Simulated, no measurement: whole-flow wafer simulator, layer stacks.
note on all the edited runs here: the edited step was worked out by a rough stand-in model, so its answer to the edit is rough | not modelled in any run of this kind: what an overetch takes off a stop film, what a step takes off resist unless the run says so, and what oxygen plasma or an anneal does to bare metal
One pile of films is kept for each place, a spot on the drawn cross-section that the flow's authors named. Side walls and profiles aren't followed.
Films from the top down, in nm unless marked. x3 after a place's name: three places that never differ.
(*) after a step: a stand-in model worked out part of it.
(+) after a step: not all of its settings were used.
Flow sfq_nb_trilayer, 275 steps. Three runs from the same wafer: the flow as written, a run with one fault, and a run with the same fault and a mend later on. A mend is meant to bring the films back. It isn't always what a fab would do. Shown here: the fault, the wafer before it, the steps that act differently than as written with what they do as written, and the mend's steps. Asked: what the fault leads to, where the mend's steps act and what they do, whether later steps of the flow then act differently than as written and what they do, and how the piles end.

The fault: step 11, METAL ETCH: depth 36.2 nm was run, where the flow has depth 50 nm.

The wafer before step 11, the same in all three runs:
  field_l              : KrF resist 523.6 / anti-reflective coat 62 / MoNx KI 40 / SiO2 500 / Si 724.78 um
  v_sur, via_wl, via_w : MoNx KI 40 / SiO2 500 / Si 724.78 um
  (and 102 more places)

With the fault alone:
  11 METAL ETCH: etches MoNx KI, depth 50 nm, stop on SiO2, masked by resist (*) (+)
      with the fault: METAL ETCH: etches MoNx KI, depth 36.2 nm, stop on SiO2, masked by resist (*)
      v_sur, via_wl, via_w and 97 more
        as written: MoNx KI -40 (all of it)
        with the fault: MoNx KI -36.2
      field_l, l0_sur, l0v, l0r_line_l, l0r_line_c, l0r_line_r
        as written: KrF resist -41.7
        with the fault: KrF resist -30.2
  Later steps of the flow that act differently than as written (11 more steps differ only slightly, by at most 2% or 0.5 nm, whichever is larger, and aren't shown):
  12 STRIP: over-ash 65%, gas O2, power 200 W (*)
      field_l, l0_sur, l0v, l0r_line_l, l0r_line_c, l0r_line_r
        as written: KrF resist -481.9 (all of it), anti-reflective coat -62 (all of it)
        with the fault: KrF resist -493.4 (all of it), anti-reflective coat -62 (all of it)
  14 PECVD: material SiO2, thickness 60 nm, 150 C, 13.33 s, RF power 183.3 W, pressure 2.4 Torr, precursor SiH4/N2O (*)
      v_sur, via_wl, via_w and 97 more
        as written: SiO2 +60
        with the fault: SiO2 +60 (new film)
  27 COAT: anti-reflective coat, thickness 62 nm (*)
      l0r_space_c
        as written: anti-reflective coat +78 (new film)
        with the fault: anti-reflective coat +76.4 (new film)
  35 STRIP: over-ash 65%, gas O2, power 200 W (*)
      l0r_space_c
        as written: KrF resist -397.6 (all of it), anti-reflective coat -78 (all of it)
        with the fault: KrF resist -396.1 (all of it), anti-reflective coat -76.4 (all of it)
  At the end the piles differ from the flow's by more than 2% or 0.5 nm, whichever is larger, at v_sur, via_wl, via_w and 97 more.
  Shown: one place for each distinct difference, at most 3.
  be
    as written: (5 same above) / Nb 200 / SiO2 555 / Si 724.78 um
    with the fault: (5 same above) / Nb 200 / SiO2 55 / MoNx KI 3.8 / SiO2 500 / Si 724.78 um
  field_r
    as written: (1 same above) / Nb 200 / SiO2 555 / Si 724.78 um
    with the fault: (1 same above) / Nb 200 / SiO2 55 / MoNx KI 3.8 / SiO2 500 / Si 724.78 um
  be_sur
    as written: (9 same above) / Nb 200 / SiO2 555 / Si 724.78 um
    with the fault: (9 same above) / Nb 200 / SiO2 55 / MoNx KI 3.8 / SiO2 500 / Si 724.78 um

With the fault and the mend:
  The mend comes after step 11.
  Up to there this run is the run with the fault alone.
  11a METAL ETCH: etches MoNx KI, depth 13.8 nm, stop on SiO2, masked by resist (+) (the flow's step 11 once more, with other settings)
      v_sur, via_wl, via_w and 97 more
        MoNx KI -3.8 (all of it)
      field_l, l0_sur, l0v, l0r_line_l, l0r_line_c, l0r_line_r
        KrF resist -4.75
  No later step of the flow acts differently than as written, at any place that is followed, by more than 2% or 0.5 nm, whichever is larger.
  At the end the piles are the same as the flow's at every place that both follow.
